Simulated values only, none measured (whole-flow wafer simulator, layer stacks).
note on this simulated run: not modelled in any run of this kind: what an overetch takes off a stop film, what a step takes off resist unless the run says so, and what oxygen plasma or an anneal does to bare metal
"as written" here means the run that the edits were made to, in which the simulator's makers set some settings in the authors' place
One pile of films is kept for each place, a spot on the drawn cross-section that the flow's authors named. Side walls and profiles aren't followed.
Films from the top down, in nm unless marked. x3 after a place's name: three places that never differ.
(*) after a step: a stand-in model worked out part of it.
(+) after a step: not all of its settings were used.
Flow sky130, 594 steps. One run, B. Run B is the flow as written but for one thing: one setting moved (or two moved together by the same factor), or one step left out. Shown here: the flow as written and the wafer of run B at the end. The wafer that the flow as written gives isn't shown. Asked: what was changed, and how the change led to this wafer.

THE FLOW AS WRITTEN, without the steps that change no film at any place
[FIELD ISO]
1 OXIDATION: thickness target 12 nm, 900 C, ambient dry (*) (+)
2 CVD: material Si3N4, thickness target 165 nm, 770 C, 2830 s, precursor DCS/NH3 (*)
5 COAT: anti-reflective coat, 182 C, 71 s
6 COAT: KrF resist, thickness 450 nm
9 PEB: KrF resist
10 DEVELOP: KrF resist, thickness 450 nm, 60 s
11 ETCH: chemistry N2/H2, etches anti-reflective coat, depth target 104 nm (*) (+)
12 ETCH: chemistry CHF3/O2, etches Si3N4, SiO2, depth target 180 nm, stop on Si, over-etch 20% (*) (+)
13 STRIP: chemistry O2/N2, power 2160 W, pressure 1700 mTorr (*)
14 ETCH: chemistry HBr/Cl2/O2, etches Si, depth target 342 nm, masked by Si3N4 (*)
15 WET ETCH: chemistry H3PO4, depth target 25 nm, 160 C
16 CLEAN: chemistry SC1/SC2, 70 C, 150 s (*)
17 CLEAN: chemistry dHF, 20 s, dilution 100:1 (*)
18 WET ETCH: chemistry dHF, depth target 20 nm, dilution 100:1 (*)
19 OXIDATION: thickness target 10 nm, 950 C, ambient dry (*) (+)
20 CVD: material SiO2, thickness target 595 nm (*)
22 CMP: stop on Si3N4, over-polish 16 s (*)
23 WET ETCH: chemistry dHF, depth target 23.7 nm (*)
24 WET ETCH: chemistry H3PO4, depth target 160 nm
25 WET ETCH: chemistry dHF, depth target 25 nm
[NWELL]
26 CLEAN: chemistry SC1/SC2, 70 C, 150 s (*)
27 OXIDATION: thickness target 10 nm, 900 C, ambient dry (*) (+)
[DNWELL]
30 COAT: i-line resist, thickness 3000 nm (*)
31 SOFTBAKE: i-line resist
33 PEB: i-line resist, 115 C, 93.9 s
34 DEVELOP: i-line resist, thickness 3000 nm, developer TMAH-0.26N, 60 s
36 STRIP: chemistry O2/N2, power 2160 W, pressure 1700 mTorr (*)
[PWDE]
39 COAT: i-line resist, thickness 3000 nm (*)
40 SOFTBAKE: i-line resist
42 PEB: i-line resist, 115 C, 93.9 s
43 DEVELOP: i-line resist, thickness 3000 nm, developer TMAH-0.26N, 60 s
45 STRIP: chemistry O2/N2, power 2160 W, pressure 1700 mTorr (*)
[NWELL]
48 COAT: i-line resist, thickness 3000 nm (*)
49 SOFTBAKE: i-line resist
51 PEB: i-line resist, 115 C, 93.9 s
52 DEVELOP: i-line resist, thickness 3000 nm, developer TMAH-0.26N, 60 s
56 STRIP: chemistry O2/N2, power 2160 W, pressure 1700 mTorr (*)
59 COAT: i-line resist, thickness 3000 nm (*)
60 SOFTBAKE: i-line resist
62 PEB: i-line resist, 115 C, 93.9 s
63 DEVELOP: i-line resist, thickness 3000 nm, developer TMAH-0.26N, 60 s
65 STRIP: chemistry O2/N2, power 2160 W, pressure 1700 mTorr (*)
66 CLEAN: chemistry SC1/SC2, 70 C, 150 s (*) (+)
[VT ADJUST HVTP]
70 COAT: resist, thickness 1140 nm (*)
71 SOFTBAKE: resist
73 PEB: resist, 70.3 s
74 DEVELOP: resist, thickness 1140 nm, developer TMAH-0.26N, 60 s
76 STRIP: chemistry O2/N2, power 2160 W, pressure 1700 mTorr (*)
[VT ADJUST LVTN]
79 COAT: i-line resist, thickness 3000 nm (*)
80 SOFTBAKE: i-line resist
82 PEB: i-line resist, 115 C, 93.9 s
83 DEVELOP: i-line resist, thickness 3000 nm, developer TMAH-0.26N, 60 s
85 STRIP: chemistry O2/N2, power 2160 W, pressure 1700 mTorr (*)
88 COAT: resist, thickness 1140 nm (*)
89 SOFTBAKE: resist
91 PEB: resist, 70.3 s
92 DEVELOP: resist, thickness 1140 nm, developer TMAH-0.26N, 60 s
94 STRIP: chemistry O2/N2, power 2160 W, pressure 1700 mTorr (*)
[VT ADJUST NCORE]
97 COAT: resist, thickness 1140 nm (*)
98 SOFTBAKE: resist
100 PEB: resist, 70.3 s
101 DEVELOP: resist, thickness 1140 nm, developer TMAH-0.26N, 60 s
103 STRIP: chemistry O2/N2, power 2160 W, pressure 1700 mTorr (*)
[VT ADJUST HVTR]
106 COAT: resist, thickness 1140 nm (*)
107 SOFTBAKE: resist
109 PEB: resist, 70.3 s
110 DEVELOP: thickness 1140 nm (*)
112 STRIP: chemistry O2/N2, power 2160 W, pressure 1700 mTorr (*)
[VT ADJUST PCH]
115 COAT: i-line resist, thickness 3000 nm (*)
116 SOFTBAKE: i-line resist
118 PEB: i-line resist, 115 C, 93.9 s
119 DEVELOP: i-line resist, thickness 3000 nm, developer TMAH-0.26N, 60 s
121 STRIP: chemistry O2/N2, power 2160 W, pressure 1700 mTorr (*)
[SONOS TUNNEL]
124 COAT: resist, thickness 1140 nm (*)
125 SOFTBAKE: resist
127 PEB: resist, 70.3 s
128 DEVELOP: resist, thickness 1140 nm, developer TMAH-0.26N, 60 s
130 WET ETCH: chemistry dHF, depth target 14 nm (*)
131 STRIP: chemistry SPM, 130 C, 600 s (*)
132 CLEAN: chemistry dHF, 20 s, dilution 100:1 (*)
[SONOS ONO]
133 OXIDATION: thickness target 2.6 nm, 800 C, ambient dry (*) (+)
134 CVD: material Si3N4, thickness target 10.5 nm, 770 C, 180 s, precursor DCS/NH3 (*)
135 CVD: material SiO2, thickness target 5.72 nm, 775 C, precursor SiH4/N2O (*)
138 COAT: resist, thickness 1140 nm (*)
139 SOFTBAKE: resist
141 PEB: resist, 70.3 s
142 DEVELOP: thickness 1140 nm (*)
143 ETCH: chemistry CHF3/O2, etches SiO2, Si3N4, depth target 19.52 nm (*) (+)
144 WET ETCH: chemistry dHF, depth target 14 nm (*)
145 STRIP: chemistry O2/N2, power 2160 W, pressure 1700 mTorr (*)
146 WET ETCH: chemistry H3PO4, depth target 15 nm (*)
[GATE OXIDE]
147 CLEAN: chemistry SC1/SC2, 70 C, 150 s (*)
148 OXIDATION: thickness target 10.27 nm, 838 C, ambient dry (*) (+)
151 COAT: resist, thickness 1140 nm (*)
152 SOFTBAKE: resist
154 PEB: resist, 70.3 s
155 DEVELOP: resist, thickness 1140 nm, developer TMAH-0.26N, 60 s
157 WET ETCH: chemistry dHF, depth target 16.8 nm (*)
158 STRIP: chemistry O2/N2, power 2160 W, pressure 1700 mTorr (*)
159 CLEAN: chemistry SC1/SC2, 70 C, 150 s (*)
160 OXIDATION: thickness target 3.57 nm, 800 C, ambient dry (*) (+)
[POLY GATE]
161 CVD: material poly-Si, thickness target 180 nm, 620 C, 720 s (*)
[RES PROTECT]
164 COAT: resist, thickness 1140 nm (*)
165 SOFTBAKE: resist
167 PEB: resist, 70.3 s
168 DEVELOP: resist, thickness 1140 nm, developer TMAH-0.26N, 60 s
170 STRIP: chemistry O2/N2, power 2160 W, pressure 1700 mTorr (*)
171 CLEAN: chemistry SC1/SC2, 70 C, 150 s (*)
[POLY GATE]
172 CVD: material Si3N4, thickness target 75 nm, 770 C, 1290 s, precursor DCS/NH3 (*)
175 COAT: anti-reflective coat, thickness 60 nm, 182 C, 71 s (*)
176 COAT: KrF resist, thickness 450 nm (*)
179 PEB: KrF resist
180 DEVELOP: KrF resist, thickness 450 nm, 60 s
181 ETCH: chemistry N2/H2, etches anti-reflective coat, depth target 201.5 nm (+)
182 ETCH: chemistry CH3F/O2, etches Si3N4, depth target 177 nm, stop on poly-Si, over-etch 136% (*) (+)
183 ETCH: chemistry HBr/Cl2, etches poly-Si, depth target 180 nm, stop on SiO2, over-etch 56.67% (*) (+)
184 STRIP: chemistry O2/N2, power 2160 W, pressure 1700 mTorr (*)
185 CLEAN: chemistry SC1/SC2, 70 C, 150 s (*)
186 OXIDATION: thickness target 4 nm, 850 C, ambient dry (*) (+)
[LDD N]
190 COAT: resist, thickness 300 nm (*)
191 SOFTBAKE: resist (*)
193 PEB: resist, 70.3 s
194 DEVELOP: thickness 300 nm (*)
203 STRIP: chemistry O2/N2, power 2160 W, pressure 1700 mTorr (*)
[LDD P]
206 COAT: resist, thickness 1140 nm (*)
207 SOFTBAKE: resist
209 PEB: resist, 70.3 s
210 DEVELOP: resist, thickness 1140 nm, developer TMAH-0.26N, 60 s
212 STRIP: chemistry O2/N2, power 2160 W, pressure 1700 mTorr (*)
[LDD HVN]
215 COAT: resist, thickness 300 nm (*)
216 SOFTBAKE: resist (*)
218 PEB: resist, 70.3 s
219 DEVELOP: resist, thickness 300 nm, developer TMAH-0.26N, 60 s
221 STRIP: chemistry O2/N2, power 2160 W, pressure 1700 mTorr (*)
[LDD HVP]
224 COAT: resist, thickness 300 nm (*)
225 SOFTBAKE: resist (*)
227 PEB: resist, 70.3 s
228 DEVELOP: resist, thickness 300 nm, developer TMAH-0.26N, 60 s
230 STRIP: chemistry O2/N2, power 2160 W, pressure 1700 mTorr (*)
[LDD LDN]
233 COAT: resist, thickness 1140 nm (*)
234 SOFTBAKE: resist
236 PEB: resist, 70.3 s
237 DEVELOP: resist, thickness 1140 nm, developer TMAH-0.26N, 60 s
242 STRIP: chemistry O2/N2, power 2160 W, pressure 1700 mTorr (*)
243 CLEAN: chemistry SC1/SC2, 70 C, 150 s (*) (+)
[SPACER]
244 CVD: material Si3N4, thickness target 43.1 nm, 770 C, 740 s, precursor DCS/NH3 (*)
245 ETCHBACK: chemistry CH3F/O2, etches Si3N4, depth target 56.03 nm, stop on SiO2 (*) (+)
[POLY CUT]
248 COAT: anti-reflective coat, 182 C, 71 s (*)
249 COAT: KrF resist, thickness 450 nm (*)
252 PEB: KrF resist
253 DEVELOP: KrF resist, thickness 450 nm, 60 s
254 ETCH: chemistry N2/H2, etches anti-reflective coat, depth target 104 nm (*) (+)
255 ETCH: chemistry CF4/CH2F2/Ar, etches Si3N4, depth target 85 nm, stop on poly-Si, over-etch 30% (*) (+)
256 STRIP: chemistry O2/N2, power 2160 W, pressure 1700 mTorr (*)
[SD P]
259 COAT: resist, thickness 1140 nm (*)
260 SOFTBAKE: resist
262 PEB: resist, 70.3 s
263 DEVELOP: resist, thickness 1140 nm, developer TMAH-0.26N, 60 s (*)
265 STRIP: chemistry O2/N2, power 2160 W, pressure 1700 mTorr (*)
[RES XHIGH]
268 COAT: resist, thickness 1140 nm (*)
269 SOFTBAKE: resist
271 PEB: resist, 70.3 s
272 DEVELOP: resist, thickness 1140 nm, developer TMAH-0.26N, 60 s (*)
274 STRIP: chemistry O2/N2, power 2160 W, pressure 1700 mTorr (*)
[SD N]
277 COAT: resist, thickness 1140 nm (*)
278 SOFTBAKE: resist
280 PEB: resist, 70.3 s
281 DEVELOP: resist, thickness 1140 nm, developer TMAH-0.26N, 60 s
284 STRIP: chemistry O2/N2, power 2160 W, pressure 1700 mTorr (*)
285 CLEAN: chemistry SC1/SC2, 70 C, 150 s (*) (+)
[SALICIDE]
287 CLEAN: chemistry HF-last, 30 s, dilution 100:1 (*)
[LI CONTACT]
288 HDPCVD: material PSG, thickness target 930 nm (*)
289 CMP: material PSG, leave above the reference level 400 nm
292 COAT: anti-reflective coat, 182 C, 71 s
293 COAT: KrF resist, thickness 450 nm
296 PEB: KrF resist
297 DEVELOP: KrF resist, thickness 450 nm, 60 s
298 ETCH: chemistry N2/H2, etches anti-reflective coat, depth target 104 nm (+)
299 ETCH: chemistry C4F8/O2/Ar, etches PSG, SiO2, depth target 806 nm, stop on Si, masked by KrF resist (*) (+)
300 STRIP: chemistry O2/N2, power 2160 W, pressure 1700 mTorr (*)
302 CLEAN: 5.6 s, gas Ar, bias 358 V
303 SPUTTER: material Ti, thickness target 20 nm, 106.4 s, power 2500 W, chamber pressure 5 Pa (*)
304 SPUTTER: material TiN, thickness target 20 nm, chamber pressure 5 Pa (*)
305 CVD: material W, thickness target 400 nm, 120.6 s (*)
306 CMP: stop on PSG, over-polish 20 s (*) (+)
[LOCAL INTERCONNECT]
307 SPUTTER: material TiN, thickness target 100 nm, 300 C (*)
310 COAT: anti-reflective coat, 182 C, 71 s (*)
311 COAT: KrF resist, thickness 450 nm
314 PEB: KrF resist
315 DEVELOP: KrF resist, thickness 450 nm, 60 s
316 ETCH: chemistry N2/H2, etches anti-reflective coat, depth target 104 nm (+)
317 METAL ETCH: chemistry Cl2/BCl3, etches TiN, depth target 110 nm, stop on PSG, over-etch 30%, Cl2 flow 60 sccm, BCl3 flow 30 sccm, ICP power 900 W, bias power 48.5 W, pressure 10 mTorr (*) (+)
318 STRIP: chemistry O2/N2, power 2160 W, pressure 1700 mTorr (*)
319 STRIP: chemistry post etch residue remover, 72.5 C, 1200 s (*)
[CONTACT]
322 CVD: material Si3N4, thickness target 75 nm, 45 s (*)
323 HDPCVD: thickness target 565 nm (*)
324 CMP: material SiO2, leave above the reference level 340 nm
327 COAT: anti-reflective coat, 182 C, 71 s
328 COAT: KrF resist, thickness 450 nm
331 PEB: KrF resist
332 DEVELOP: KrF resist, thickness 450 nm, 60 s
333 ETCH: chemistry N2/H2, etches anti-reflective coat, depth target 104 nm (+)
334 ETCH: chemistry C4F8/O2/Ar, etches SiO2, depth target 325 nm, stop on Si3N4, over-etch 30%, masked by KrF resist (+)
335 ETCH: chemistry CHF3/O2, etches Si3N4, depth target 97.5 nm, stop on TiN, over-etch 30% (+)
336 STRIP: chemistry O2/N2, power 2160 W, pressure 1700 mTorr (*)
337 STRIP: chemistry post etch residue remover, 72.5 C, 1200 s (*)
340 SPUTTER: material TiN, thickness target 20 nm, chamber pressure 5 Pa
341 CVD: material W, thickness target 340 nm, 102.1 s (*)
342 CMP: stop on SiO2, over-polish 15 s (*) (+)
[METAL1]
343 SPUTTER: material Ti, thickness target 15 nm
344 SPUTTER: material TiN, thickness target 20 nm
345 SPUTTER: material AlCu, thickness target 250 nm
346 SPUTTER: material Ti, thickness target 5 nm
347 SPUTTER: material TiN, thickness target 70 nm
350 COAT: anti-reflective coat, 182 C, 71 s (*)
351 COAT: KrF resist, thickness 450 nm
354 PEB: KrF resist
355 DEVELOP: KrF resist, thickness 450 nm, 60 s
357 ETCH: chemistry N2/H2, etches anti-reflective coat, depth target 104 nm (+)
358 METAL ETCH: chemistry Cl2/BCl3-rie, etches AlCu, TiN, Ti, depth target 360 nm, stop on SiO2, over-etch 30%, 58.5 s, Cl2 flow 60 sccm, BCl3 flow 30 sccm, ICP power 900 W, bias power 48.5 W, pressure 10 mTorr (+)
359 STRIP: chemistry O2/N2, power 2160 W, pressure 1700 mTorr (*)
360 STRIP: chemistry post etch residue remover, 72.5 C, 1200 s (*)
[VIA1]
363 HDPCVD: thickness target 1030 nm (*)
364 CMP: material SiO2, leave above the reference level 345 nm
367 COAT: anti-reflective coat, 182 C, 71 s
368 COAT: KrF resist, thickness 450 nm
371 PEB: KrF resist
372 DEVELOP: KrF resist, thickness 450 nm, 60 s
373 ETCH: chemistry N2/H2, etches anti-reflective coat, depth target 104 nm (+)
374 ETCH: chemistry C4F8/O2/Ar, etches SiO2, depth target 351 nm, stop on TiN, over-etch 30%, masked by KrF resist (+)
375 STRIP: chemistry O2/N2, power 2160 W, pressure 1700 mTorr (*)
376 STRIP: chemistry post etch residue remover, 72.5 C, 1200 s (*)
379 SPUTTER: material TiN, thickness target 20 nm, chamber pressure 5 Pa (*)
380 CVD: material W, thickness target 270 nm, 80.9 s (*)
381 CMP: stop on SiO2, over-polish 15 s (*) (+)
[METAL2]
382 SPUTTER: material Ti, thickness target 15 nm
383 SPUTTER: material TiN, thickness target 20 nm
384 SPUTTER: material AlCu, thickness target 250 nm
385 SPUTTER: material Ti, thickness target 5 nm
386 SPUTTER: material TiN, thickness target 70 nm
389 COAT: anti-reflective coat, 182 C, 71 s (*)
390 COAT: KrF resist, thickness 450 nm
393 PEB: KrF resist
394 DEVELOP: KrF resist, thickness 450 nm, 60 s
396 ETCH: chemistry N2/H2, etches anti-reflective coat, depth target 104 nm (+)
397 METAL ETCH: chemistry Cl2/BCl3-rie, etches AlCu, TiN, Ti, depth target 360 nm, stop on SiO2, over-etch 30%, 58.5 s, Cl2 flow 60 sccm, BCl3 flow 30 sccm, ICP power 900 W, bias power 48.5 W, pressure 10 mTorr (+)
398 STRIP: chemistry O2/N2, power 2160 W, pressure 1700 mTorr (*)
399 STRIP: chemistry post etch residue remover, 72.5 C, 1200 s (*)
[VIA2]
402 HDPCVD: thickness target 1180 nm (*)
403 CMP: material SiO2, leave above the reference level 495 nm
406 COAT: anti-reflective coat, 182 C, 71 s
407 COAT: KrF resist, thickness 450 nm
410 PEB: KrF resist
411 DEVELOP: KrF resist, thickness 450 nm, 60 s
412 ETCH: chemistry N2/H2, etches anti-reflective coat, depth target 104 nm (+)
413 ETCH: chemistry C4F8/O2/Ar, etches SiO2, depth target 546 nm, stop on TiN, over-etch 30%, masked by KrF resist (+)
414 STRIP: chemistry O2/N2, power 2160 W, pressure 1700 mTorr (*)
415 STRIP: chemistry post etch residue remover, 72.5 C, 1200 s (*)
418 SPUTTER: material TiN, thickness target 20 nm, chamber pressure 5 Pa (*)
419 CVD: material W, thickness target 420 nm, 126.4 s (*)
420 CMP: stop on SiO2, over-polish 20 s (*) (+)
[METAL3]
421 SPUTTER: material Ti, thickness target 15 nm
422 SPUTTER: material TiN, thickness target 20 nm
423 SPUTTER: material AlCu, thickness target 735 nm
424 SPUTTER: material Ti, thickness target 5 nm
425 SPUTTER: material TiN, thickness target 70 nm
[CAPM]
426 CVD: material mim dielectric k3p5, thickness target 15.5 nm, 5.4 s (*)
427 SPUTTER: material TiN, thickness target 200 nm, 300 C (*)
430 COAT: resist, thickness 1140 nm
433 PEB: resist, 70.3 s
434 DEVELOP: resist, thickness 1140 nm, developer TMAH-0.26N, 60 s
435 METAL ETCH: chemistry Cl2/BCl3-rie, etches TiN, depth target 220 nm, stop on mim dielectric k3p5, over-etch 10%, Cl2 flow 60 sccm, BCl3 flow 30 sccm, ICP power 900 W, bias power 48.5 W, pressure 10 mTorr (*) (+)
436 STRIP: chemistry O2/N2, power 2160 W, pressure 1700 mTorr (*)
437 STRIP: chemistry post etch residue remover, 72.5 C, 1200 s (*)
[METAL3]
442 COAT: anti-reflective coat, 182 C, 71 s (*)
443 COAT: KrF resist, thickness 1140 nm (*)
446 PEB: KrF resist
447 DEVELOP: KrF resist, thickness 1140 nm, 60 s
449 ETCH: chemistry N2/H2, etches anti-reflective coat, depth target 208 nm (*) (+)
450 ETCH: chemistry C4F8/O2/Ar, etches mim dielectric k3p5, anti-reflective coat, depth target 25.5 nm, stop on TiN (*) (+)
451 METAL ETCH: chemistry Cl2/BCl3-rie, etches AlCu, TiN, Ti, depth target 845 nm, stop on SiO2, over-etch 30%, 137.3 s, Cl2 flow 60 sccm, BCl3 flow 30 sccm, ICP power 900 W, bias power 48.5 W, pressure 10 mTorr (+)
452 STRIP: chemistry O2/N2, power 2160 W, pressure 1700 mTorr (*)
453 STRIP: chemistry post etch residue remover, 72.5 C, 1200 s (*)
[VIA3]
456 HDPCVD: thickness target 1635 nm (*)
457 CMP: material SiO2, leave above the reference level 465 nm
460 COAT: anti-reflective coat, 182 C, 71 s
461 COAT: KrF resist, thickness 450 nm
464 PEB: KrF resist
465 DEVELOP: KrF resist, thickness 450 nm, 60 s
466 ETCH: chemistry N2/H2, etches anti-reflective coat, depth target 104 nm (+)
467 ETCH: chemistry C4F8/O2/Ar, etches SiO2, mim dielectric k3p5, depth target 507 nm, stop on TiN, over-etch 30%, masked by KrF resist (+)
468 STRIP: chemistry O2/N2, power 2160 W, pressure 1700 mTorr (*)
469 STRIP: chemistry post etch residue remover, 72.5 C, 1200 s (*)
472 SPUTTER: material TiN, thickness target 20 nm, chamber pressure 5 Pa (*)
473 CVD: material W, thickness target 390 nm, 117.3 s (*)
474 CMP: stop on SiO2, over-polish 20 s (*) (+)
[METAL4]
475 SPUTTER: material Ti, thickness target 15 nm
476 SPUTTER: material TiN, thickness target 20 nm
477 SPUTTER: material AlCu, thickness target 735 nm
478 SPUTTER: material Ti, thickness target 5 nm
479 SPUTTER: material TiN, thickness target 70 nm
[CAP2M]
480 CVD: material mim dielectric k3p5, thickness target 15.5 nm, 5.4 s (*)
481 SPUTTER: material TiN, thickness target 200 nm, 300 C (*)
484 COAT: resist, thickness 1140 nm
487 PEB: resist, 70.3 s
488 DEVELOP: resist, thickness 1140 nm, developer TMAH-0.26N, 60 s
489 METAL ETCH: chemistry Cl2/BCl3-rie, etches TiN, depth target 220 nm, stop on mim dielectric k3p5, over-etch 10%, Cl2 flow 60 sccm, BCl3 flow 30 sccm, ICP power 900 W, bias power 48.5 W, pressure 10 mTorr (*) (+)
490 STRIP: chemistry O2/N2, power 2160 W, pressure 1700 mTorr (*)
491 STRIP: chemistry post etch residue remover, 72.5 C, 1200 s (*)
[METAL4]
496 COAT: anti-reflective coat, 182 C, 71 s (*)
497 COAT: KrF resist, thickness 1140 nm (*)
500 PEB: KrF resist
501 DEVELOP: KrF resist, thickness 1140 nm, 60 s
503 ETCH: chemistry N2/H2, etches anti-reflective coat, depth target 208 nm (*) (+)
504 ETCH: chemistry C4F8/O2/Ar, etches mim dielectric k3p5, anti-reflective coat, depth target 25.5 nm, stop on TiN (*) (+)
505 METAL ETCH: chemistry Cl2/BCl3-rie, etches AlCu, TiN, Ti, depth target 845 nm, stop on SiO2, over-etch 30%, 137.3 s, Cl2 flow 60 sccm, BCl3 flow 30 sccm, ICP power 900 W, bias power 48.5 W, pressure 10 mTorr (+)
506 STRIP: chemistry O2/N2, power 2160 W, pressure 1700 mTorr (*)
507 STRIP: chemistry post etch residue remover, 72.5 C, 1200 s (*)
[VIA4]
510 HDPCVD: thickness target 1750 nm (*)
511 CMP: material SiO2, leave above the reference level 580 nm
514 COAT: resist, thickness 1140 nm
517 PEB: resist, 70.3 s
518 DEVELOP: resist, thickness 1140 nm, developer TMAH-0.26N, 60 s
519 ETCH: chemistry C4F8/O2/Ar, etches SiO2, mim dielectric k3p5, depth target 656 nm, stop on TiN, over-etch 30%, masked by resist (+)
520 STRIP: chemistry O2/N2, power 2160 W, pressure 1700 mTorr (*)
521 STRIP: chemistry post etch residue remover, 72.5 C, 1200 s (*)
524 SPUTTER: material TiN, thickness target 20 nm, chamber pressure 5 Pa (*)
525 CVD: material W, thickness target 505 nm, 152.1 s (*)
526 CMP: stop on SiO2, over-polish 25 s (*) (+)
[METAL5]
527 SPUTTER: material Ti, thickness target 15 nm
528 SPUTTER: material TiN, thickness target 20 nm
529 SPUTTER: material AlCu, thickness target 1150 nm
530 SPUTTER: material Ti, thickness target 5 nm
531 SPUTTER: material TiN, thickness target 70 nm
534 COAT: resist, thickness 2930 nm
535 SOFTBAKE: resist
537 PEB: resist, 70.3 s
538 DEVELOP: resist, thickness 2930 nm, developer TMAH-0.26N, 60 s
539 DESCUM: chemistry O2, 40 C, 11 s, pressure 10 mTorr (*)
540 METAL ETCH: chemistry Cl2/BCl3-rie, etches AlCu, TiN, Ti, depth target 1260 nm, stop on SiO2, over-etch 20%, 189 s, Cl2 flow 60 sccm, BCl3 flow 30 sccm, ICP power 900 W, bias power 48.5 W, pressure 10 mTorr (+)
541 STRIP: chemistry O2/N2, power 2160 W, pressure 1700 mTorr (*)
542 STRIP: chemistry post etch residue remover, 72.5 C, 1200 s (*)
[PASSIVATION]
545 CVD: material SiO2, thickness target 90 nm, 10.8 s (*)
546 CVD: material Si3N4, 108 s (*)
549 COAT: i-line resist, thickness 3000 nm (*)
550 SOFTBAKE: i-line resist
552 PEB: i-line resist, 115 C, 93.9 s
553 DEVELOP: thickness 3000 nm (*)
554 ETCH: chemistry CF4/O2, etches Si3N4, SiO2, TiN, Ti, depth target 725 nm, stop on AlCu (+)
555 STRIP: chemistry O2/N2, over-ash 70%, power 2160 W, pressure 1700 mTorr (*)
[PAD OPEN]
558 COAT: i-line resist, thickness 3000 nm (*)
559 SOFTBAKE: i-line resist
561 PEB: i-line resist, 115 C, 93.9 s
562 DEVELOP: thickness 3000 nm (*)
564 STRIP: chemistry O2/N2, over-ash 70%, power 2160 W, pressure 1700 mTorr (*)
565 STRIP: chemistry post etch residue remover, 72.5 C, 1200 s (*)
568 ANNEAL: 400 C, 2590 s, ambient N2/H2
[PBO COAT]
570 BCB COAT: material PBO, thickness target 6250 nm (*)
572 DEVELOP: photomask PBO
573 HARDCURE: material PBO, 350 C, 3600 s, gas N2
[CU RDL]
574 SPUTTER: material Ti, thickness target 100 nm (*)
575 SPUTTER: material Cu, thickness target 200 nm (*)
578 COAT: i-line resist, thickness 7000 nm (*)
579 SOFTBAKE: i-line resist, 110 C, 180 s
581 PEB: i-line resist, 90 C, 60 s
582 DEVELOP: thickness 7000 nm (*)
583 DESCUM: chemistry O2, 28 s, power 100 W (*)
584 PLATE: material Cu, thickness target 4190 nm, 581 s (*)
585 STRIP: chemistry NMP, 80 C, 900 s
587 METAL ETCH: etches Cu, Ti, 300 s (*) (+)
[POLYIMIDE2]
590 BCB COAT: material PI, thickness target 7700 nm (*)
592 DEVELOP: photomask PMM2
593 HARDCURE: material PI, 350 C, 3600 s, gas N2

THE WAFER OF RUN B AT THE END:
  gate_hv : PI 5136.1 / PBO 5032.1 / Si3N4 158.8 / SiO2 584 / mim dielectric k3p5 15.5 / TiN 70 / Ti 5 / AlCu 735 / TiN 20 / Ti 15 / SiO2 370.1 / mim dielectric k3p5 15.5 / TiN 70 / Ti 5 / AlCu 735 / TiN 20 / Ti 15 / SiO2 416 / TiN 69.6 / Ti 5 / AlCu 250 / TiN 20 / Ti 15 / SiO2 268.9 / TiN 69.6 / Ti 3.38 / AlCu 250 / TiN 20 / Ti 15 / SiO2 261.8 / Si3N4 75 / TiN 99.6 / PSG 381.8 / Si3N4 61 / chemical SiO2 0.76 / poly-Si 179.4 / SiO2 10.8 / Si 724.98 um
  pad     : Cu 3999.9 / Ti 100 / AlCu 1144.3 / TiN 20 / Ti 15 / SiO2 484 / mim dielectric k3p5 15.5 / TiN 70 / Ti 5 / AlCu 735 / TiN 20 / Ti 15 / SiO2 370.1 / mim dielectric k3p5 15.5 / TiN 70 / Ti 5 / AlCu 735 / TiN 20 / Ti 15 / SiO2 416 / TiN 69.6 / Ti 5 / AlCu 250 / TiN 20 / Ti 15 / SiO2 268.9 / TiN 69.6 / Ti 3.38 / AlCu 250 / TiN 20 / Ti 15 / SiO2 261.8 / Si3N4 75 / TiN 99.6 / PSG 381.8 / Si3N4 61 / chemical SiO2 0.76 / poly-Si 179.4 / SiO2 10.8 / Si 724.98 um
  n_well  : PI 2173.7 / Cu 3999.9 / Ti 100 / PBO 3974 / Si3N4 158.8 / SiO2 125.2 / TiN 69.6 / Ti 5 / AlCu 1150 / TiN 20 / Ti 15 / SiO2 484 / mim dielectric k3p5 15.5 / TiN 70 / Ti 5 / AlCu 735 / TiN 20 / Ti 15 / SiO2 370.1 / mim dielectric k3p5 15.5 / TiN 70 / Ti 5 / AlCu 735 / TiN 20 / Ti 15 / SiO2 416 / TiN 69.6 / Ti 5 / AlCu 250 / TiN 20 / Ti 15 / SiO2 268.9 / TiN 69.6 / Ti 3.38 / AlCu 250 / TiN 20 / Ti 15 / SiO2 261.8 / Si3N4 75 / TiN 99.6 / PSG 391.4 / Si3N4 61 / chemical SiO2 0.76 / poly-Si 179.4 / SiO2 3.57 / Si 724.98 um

The cause: step 346, SPUTTER: thickness target 3.38 nm was run, where the flow has thickness target 5 nm.
It can be read off the wafer: gate_hv has Ti 3.38, and step 346 as written asks for 5 nm.

How the change led to this, step by step:
  346 SPUTTER: material Ti, thickness target 5 nm
      field, active, n_well and 188 more: Ti +3.38 (new film) (as written it would be: Ti +5 (new film))
  358 METAL ETCH: chemistry Cl2/BCl3-rie, etches AlCu, TiN, Ti, depth target 360 nm, stop on SiO2, over-etch 30%, 58.5 s, Cl2 flow 60 sccm, BCl3 flow 30 sccm, ICP power 900 W, bias power 48.5 W, pressure 10 mTorr (+)
      field, active, gate and 81 more: TiN -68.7 (all of it), Ti -3.38 (all of it), AlCu -250 (all of it), TiN -20 (all of it), Ti -15 (all of it), SiO2 -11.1 (as written it would be: TiN -68.7 (all of it), Ti -5 (all of it), AlCu -250 (all of it), TiN -20 (all of it), Ti -15 (all of it), SiO2 -10.9)
